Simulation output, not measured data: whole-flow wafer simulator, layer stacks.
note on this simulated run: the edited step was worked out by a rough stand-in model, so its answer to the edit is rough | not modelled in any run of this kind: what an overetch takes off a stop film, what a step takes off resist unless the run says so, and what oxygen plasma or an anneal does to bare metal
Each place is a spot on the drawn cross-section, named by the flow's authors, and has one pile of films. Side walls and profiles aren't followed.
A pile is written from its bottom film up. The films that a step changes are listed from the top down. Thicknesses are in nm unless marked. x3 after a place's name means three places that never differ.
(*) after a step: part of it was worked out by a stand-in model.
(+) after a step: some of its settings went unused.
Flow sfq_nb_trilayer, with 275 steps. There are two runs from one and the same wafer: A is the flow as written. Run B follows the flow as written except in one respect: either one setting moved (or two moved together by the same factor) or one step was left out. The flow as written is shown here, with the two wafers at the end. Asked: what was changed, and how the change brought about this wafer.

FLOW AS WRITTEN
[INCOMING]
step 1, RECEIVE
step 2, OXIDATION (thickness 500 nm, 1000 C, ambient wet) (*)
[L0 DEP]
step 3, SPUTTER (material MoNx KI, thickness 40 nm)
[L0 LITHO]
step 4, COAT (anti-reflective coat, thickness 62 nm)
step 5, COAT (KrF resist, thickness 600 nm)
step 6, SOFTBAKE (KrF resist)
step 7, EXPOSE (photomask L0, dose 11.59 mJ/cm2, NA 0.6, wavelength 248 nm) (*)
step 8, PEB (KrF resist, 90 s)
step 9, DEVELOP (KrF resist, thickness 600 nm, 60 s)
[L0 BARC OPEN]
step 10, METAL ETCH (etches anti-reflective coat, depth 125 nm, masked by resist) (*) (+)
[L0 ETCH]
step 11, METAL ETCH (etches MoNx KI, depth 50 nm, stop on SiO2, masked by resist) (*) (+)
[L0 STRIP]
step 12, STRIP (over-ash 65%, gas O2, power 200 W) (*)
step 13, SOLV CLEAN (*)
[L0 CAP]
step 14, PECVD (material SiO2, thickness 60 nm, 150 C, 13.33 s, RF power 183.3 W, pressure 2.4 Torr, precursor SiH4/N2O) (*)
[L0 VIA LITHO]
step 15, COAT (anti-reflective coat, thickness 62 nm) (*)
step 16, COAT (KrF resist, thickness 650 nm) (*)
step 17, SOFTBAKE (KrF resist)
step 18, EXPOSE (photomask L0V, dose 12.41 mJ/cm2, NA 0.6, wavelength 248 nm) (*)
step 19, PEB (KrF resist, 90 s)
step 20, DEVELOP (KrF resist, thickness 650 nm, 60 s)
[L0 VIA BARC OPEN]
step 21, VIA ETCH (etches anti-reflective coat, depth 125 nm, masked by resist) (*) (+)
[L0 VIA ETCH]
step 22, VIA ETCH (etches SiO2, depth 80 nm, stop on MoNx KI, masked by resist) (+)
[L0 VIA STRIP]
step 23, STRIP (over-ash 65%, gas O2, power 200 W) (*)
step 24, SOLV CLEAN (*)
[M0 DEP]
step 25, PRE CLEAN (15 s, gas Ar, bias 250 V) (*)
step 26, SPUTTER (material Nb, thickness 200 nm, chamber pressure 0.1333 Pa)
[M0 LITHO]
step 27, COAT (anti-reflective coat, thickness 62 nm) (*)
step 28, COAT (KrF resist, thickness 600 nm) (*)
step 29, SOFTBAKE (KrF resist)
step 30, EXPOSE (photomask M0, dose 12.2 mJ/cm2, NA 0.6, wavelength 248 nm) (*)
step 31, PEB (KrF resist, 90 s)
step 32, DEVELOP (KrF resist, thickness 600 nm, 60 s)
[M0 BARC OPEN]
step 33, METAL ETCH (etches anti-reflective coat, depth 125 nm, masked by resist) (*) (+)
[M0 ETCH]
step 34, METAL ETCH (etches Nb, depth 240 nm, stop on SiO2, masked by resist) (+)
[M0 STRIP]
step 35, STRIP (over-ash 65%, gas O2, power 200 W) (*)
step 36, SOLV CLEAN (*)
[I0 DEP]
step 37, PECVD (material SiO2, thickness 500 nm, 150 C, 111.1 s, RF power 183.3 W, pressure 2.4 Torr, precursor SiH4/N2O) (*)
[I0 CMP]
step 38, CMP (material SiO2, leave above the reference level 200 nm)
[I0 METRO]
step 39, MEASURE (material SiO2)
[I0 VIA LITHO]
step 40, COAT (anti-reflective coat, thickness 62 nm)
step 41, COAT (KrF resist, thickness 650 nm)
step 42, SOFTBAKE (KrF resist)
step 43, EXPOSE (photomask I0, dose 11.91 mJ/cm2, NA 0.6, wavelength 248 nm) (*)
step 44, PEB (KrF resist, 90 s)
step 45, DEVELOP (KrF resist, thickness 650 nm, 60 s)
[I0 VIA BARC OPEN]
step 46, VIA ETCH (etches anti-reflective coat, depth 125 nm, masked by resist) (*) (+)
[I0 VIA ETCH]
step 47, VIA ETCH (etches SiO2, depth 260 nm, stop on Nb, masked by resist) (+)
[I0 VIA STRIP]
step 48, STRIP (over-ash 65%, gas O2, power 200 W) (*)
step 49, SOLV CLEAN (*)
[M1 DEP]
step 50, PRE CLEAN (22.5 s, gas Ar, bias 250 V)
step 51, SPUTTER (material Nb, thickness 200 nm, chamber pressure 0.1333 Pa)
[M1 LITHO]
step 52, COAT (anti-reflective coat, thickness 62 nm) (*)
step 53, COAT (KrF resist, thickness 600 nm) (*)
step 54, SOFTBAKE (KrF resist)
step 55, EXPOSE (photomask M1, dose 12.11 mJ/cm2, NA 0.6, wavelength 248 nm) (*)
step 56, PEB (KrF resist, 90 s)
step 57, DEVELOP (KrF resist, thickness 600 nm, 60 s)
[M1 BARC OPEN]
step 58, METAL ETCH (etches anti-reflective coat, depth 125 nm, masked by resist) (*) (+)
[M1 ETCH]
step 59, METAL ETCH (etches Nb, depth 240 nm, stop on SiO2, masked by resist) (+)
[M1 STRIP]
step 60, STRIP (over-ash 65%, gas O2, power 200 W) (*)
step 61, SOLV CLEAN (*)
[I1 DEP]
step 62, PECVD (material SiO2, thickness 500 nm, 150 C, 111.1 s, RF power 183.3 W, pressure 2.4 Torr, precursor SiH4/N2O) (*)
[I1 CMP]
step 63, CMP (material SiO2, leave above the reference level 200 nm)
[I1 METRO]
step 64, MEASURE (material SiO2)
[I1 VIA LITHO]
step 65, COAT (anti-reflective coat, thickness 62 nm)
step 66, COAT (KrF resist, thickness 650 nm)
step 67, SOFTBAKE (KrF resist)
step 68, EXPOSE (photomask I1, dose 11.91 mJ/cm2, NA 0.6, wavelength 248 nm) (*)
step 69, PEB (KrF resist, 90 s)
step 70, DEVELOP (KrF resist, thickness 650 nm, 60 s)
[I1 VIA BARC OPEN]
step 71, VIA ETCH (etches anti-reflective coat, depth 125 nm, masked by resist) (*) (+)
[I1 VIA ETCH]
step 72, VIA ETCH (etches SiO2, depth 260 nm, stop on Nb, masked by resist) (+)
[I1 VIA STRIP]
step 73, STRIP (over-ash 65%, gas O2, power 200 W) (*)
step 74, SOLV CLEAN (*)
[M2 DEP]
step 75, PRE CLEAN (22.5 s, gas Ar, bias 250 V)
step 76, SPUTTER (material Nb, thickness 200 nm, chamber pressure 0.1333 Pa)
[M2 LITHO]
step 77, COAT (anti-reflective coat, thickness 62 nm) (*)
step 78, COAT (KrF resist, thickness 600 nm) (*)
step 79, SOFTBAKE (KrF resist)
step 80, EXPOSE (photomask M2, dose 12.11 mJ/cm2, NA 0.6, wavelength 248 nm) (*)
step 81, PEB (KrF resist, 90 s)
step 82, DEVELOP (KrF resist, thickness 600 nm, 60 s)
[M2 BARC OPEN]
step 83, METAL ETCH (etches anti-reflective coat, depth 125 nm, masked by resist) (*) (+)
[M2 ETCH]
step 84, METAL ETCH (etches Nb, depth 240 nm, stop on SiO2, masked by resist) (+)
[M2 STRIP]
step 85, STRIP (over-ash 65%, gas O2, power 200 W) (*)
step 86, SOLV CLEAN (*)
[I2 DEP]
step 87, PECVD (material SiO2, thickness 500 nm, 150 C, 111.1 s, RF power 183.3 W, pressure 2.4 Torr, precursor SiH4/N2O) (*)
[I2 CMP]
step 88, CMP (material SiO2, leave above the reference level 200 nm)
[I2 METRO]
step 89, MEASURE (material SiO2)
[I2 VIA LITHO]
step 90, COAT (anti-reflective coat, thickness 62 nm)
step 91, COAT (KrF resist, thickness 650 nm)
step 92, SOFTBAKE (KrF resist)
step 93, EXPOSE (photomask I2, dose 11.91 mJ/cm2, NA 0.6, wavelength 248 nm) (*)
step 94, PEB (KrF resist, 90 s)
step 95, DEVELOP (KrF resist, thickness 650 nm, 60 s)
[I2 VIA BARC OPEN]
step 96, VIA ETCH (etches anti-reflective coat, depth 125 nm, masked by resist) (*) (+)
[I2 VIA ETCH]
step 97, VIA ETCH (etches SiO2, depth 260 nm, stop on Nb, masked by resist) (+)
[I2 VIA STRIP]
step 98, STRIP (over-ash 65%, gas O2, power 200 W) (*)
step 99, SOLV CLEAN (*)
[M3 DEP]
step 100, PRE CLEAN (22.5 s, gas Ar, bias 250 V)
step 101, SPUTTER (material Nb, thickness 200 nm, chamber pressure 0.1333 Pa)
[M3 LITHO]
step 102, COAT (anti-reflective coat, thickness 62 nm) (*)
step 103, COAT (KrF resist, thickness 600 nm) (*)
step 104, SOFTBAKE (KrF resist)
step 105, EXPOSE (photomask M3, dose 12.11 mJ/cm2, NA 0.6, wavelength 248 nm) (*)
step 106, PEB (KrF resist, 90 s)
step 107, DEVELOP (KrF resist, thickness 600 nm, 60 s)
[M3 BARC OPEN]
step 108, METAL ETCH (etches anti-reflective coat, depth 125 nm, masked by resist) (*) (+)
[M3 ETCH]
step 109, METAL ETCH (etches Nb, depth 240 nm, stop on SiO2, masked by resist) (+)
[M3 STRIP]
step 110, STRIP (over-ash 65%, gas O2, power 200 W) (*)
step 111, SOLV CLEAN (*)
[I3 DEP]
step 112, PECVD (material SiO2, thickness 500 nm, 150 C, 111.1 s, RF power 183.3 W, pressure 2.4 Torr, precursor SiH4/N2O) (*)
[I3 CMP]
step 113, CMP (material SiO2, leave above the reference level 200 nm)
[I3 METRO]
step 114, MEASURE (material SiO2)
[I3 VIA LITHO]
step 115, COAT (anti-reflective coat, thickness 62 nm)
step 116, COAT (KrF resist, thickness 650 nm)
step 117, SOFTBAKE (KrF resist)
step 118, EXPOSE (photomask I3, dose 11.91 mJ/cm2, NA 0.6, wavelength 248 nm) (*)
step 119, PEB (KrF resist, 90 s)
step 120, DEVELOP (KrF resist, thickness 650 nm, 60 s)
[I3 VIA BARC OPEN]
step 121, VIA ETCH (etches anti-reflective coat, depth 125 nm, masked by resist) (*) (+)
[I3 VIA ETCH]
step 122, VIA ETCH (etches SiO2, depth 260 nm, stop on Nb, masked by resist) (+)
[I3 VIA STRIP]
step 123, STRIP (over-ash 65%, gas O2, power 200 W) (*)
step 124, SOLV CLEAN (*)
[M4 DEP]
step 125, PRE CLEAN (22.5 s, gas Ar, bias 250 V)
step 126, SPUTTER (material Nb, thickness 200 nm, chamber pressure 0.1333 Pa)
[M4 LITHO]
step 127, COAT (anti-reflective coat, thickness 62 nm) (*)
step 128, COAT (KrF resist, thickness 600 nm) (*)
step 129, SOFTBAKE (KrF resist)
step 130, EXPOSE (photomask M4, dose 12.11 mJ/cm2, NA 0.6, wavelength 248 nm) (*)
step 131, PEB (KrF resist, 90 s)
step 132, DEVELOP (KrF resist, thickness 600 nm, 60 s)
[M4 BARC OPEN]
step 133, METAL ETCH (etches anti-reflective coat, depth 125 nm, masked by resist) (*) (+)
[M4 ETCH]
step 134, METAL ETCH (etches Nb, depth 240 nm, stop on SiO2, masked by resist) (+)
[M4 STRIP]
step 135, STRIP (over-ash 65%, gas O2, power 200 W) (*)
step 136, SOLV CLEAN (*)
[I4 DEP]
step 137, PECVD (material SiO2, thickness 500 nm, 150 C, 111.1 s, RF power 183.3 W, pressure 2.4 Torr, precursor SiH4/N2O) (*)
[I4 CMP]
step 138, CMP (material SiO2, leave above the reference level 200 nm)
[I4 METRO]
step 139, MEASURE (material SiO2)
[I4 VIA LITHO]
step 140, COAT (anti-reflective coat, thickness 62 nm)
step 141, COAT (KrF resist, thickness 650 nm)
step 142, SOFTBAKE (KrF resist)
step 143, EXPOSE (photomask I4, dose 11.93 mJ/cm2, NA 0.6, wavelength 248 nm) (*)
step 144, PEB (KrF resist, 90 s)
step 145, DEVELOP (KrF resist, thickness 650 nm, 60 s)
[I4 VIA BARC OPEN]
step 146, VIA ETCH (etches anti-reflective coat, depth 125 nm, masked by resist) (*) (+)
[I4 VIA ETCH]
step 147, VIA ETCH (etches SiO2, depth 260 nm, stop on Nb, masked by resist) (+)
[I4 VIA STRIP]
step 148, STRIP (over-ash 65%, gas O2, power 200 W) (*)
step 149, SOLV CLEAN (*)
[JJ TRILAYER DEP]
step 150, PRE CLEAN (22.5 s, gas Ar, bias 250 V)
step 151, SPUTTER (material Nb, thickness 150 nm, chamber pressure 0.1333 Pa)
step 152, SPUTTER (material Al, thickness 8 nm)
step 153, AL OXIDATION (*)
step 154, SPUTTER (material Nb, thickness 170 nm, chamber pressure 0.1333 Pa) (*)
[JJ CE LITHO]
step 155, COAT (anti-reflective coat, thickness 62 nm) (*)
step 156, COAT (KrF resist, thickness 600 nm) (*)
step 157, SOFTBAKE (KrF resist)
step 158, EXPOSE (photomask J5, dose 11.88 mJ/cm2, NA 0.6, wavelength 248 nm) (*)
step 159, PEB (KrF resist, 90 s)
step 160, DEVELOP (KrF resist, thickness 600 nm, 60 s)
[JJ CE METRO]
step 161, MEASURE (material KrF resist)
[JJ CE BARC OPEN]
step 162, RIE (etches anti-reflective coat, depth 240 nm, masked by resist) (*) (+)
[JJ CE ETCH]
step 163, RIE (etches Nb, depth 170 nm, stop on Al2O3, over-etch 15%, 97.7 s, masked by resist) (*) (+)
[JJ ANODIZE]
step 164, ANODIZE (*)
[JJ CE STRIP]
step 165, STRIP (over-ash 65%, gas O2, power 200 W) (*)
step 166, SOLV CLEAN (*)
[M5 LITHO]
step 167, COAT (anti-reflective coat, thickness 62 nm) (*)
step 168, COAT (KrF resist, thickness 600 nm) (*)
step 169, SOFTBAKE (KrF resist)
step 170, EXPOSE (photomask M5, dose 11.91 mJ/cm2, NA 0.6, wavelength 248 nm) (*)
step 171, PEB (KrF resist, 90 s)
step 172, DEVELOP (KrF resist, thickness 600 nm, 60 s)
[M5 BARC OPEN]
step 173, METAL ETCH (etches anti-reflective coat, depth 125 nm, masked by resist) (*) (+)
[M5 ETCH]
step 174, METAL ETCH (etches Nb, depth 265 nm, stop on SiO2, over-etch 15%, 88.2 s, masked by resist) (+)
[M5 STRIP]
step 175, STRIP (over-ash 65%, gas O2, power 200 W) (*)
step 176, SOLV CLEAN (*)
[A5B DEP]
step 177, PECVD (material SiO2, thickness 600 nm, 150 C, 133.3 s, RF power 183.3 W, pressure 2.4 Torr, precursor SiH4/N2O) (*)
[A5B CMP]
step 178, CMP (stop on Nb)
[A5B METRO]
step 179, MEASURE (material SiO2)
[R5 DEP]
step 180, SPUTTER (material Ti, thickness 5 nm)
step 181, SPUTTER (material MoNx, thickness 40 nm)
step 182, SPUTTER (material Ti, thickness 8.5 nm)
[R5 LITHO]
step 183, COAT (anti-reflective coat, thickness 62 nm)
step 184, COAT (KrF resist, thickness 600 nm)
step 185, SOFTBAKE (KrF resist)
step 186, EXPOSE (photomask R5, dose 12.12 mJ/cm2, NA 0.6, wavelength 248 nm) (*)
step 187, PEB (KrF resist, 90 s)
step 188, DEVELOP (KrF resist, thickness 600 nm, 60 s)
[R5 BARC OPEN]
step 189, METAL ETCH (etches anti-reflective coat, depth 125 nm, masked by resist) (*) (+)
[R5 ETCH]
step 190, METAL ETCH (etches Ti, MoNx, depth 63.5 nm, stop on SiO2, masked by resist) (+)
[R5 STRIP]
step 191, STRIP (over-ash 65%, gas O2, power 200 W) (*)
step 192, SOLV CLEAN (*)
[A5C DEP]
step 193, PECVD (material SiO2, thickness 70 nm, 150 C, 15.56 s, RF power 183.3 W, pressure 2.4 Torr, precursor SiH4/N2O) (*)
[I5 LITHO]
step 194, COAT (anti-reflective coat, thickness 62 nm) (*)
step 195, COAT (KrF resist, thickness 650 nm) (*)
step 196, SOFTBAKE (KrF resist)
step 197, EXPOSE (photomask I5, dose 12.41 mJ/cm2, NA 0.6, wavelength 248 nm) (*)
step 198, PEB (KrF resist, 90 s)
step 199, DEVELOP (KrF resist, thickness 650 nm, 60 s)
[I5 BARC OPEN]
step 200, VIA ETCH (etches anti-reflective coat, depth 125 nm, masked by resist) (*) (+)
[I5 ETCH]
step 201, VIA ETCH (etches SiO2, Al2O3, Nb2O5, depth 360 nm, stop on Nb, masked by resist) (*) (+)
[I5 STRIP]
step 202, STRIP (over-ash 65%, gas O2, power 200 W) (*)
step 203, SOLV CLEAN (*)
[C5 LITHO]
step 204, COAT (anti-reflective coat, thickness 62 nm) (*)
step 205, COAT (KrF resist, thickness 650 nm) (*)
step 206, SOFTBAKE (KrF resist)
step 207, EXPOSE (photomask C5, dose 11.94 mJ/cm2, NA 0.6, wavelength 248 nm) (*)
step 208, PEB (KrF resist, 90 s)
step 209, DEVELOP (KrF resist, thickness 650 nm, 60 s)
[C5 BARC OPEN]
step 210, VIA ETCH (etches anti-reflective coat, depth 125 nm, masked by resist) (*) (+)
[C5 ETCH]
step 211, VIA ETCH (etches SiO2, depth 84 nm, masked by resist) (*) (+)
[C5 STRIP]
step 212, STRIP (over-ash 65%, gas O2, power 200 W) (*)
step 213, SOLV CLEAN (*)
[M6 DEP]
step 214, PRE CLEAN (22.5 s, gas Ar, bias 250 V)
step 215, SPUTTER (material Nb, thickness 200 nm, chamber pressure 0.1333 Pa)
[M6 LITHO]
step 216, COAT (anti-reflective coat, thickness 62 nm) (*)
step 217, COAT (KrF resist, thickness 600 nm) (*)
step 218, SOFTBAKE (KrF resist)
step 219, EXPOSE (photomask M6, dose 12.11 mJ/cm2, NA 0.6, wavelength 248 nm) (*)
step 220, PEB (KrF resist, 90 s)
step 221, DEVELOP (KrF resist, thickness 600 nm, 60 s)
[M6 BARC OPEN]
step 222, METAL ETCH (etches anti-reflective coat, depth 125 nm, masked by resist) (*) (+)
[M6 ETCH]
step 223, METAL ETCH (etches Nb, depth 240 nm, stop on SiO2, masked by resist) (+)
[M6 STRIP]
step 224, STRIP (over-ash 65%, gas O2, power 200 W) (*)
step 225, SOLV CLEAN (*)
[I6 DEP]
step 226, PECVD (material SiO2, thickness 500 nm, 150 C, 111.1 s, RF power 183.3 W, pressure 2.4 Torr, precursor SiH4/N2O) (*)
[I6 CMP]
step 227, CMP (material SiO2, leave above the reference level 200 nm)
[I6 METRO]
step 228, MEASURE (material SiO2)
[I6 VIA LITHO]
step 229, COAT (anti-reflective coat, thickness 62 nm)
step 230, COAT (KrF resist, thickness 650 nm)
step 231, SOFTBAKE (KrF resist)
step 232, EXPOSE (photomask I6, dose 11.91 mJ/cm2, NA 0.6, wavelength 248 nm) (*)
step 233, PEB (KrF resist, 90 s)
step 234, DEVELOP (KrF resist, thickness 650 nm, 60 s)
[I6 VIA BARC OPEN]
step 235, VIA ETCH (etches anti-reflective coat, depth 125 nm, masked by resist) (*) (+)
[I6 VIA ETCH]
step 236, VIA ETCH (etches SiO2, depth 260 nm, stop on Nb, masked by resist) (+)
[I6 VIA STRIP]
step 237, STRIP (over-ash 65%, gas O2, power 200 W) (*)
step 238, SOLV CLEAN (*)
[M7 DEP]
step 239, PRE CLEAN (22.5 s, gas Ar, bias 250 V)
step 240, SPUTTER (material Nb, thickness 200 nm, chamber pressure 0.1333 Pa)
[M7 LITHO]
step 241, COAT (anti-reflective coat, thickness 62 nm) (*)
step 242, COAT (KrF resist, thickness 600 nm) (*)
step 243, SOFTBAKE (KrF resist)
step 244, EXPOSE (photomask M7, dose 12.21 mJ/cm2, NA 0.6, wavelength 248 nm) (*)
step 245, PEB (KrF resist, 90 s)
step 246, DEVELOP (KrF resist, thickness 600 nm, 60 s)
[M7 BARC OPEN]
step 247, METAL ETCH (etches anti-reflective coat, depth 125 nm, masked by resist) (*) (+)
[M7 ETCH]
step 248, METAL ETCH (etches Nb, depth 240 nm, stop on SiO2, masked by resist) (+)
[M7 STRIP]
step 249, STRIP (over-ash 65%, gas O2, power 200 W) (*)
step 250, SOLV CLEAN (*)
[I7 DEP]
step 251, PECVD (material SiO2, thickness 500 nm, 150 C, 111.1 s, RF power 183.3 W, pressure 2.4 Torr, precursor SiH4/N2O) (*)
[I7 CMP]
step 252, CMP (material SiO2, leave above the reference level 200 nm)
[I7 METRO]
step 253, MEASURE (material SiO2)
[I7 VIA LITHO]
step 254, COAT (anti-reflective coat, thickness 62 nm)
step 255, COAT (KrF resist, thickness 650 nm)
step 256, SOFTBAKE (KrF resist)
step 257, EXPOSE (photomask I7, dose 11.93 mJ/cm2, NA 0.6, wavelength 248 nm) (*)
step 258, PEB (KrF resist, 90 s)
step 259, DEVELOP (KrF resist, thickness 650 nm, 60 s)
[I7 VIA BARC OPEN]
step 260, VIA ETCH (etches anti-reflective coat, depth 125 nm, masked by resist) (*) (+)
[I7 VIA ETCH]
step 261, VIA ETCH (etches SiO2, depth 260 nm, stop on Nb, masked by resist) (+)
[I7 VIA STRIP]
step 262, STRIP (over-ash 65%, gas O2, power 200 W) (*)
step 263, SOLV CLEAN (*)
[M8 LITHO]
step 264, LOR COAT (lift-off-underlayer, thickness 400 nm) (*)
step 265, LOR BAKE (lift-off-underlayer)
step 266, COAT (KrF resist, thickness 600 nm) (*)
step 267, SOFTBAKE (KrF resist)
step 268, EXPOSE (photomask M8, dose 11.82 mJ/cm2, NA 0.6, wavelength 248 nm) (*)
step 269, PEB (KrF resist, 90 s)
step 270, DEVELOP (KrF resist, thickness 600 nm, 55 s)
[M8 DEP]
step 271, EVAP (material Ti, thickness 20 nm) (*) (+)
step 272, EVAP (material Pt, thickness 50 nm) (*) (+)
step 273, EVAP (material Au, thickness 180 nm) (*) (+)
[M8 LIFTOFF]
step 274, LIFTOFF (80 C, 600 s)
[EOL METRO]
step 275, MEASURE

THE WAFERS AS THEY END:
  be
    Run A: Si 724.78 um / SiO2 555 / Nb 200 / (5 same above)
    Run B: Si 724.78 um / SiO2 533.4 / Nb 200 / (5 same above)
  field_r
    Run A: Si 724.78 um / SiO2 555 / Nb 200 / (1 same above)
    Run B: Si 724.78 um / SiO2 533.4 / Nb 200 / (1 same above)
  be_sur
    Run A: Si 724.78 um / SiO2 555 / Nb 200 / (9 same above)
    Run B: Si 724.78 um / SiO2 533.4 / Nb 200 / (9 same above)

The reason: step 14, PECVD: thickness 38.4 nm was run, while the flow as written has thickness 60 nm; step 14, PECVD: 8.533 s was run, where the flow has 13.33 s.

Step by step, how the change led to this:
  step 14, PECVD (material SiO2, thickness 60 nm, 150 C, 13.33 s, RF power 183.3 W, pressure 2.4 Torr, precursor SiH4/N2O) (*)
      v_sur, via_wl, via_w and 97 more: A +60 SiO2 | B +38.4 SiO2
      field_l, l0_sur, l0v, l0r_line_l, l0r_line_c, l0r_line_r: A +60 SiO2 (new film) | B +38.4 SiO2 (new film)
  step 22, VIA ETCH (etches SiO2, depth 80 nm, stop on MoNx KI, masked by resist) (+)
      field_l, v_sur, via_wl and 102 more: A -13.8 KrF resist | B -9.89 KrF resist
      l0v: A -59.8 SiO2 (all of it) | B -38.2 SiO2 (all of it)
  step 26, SPUTTER (material Nb, thickness 200 nm, chamber pressure 0.1333 Pa)
      l0v: A +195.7 Nb (new film) | B +200 Nb (new film)
  step 27, COAT (anti-reflective coat, thickness 62 nm) (*)
      l0_sur: A +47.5 anti-reflective coat (new film) | B +49.9 anti-reflective coat (new film)
      l0v: A +78 anti-reflective coat (new film) | B +71.1 anti-reflective coat (new film)
  step 28, COAT (KrF resist, thickness 600 nm) (*)
      l0v: A +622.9 KrF resist (new film) | B +609.1 KrF resist (new film)
  step 35, STRIP (over-ash 65%, gas O2, power 200 W) (*)
      l0_sur: A -372 KrF resist (all of it), -47.5 anti-reflective coat (all of it) | B -373.4 KrF resist (all of it), -49.9 anti-reflective coat (all of it)
      l0v: A -405.3 KrF resist (all of it), -78 anti-reflective coat (all of it) | B -391.5 KrF resist (all of it), -71.1 anti-reflective coat (all of it)
  step 38, CMP (material SiO2, leave above the reference level 200 nm)
      l0v: A -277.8 SiO2 | B -303.7 SiO2
